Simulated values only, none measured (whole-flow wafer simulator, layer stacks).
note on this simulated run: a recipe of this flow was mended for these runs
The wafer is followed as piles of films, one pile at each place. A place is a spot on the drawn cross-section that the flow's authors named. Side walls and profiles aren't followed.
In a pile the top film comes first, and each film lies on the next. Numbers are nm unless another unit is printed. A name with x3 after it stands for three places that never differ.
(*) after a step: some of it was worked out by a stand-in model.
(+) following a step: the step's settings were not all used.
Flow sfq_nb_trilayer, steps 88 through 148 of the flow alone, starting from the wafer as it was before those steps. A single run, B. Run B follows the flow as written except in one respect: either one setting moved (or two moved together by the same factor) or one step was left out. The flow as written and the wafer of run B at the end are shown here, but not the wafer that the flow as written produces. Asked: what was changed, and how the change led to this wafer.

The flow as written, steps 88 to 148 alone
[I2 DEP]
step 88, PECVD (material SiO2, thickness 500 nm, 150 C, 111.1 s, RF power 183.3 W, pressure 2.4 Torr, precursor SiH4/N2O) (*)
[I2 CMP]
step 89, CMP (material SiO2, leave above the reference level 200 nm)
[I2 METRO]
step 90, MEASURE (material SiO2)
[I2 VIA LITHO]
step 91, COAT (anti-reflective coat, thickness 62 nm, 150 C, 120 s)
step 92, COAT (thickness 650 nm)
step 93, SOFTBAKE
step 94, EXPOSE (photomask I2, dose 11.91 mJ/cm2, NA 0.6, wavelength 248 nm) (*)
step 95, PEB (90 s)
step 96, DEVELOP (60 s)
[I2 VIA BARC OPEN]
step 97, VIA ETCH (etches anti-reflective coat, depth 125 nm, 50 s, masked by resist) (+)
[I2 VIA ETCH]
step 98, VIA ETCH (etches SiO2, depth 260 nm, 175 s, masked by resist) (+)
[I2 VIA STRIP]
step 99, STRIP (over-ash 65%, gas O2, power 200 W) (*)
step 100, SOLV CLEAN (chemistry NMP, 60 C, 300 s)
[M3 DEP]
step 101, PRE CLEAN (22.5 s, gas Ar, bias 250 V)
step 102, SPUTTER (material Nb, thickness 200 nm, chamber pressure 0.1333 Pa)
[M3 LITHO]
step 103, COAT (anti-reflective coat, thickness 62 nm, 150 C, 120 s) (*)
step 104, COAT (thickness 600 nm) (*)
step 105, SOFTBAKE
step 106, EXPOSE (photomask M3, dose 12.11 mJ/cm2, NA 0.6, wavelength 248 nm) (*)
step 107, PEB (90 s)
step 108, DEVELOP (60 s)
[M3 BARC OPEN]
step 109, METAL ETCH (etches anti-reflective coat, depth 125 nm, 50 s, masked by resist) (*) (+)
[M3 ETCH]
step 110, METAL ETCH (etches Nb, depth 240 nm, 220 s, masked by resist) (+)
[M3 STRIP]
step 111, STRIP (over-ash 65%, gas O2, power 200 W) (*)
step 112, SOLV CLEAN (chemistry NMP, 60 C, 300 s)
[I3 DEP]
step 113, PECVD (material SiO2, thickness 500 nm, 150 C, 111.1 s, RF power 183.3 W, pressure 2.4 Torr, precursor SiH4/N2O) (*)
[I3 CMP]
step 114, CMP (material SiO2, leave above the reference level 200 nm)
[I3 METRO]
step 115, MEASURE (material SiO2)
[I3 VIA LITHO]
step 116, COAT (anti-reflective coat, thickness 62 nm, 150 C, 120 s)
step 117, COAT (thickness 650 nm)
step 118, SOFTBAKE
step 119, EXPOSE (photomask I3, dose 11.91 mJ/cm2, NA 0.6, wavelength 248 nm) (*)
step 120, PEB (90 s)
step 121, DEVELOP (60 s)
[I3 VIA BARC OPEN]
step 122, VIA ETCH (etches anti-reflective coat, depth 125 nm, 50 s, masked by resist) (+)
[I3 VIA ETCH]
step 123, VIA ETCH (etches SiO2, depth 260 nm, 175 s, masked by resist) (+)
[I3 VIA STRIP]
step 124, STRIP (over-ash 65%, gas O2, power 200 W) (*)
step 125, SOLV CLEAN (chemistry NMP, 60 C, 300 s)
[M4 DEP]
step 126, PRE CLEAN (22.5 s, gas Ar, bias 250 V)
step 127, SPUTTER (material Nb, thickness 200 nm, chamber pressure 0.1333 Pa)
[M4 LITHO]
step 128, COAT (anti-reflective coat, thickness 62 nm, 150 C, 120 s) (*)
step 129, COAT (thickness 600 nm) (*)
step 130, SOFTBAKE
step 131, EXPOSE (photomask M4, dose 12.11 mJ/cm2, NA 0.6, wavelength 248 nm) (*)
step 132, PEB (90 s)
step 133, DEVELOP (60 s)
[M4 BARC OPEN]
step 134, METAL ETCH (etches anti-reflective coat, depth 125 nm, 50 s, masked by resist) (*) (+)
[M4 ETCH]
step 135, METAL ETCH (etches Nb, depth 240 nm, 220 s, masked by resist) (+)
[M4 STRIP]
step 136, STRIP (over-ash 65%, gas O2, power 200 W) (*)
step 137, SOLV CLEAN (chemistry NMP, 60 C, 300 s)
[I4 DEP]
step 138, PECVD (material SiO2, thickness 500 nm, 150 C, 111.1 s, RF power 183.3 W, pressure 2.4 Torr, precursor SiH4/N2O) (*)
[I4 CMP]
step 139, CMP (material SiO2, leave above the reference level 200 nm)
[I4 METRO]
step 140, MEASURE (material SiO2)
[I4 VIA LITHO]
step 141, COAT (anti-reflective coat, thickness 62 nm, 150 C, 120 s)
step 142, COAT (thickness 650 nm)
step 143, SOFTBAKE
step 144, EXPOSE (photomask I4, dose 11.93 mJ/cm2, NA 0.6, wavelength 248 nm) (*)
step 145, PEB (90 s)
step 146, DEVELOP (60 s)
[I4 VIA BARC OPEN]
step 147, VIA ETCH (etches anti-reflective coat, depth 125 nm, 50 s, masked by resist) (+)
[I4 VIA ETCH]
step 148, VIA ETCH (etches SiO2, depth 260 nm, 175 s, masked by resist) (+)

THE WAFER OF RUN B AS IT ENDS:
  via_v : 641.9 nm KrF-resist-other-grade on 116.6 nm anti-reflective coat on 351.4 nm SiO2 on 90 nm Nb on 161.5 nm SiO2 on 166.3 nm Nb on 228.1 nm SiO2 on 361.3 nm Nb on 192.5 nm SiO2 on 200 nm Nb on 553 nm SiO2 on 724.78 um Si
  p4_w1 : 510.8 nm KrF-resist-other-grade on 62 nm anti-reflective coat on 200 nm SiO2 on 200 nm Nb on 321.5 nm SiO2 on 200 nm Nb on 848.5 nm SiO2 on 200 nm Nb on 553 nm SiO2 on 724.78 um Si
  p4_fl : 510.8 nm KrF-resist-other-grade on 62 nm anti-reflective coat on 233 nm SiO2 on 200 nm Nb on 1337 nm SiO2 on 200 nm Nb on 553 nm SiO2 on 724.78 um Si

What caused this: step 88, PECVD: thickness 275 nm was run, whereas the flow has thickness 500 nm; step 88, PECVD: 61.11 s was run, where the flow has 111.1 s.

The path from the change to this, step by step:
  step 88, PECVD (material SiO2, thickness 500 nm, 150 C, 111.1 s, RF power 183.3 W, pressure 2.4 Torr, precursor SiH4/N2O) (*)
      field_l, be, be_sur and 81 more: +275 SiO2 (as written it would have been: +500 SiO2)
      v_sur, via_wl, via_w and 18 more: +275 SiO2 (new film) (as written it would have been: +500 SiO2 (new film))
      (and at 1 other place as well)
  step 89, CMP (material SiO2, leave above the reference level 200 nm)
      field_l, be, be_sur and 81 more: nothing (as written it would have been: -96 SiO2)
      via_v: nothing (as written it would have been: -181.6 SiO2)
      (and at 21 other places as well)
  step 91, COAT (anti-reflective coat, thickness 62 nm, 150 C, 120 s)
      p3_s3, p3_l4, p3_s4, m8r_gap_c: +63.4 anti-reflective coat (new film) (as written it would have been: +62 anti-reflective coat (new film))
      via_w, p4_fl, wl_j_sl: +65.5 anti-reflective coat (new film) (as written it would have been: +62 anti-reflective coat (new film))
      (and at 78 other places as well)
  step 92, COAT (thickness 650 nm)
      m0r_line_l x3: +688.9 KrF-resist-other-grade (new film) (as written it would have been: +650 KrF-resist-other-grade (new film))
      m0r_line_r x3: +689.6 KrF-resist-other-grade (new film) (as written it would have been: +650 KrF-resist-other-grade (new film))
      (and at 48 other places as well)
  step 96, DEVELOP (60 s)
      via_w: -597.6 KrF-resist-other-grade (all of it) (as written it would have been: -648.6 KrF-resist-other-grade (all of it))
  step 97, VIA ETCH (etches anti-reflective coat, depth 125 nm, 50 s, masked by resist) (+)
      via_w: -65.5 anti-reflective coat (all of it), -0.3 SiO2 (as written it would have been: -62 anti-reflective coat (all of it), -0.31 SiO2)
  step 99, STRIP (over-ash 65%, gas O2, power 200 W) (*)
      m0r_line_l x3: -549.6 KrF-resist-other-grade (all of it), -51.2 anti-reflective coat (all of it) (as written it would have been: -510.8 KrF-resist-other-grade (all of it), -62 anti-reflective coat (all of it))
      m0r_space_l, m6r_space_l x2: -519.5 KrF-resist-other-grade (all of it), -88.2 anti-reflective coat (all of it) (as written it would have been: -510.8 KrF-resist-other-grade (all of it), -62 anti-reflective coat (all of it))
      (and at 84 other places as well)
  step 102, SPUTTER (material Nb, thickness 200 nm, chamber pressure 0.1333 Pa)
      via_v: +166.3 Nb (new film) (as written it would have been: +200 Nb (new film))
  step 103, COAT (anti-reflective coat, thickness 62 nm, 150 C, 120 s) (*)
      p3_s3, p3_l4, p3_s4: +63.3 anti-reflective coat (new film) (as written it would have been: +62 anti-reflective coat (new film))
      m0r_line_l x3: +48.5 anti-reflective coat (new film) (as written it would have been: +62 anti-reflective coat (new film))
      (and at 78 other places as well)
  step 104, COAT (thickness 600 nm) (*)
      m0r_line_l x3: +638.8 KrF-resist-other-grade (new film) (as written it would have been: +600 KrF-resist-other-grade (new film))
      m0r_line_r x3: +638.5 KrF-resist-other-grade (new film) (as written it would have been: +600 KrF-resist-other-grade (new film))
      (and at 51 other places as well)
  step 108, DEVELOP (60 s)
      m0r_line_l x3: -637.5 KrF-resist-other-grade (all of it) (as written it would have been: -598.7 KrF-resist-other-grade (all of it))
      m0r_line_r x3: -637.2 KrF-resist-other-grade (all of it) (as written it would have been: -598.7 KrF-resist-other-grade (all of it))
      (and at 28 other places as well)
  step 109, METAL ETCH (etches anti-reflective coat, depth 125 nm, 50 s, masked by resist) (*) (+)
      m5r_linepad_l, m5r_linepad_r, r5r_spacepad_l, r5r_spacepad_r, m8r_pad_l, m8r_pad_r: -125 anti-reflective coat (as written it would have been: -62 anti-reflective coat (all of it))
      m0r_line_l x3: -48.5 anti-reflective coat (all of it) (as written it would have been: -62 anti-reflective coat (all of it))
      (and at 49 other places as well)
  step 110, METAL ETCH (etches Nb, depth 240 nm, 220 s, masked by resist) (+)
      m5r_linepad_l, m5r_linepad_r: -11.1 anti-reflective coat (all of it), -200 Nb (all of it), -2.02 SiO2 (as written it would have been: -200 Nb (all of it), -4 SiO2)
      r5r_spacepad_l, r5r_spacepad_r: -7.46 anti-reflective coat (all of it), -200 Nb (all of it), -2.68 SiO2 (as written it would have been: -200 Nb (all of it), -4 SiO2)
      (and at 2 other places as well)
  step 111, STRIP (over-ash 65%, gas O2, power 200 W) (*)
      v_sur: -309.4 KrF-resist-other-grade (all of it), -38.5 anti-reflective coat (all of it) (as written it would have been: -361 KrF-resist-other-grade (all of it), -46 anti-reflective coat (all of it))
      via_wl: -321.7 KrF-resist-other-grade (all of it), -24.1 anti-reflective coat (all of it) (as written it would have been: -381.1 KrF-resist-other-grade (all of it), -16.7 anti-reflective coat (all of it))
      (and at 26 other places as well)
  step 113, PECVD (material SiO2, thickness 500 nm, 150 C, 111.1 s, RF power 183.3 W, pressure 2.4 Torr, precursor SiH4/N2O) (*)
      via_v: +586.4 SiO2 (new film) (as written it would have been: +500 SiO2 (new film))
  step 114, CMP (material SiO2, leave above the reference level 200 nm)
      field_l, be, be_sur and 64 more: nothing (as written it would have been: -96 SiO2)
      p4_w1, p4_w2, p4_w3 and 6 more: -171 SiO2 (as written it would have been: -300 SiO2)
      (and at 9 other places as well)
  ... 15 other steps ...
  step 147, VIA ETCH (etches anti-reflective coat, depth 125 nm, 50 s, masked by resist) (+)
      via_wl: -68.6 anti-reflective coat (all of it), -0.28 SiO2 (as written it would have been: -62 anti-reflective coat (all of it), -0.31 SiO2)
      via_w: -71 anti-reflective coat (all of it), -0.27 SiO2 (as written it would have been: -62 anti-reflective coat (all of it), -0.31 SiO2)
      (and at 1 other place as well)
With metal films that touch counted as one body, via_v has 4 bodies (between them, from the top down: SiO2 161.5; SiO2 228.1; SiO2 192.5); the flow as written gives 3 bodies (between them, from the top down: SiO2 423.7; SiO2 192.5).
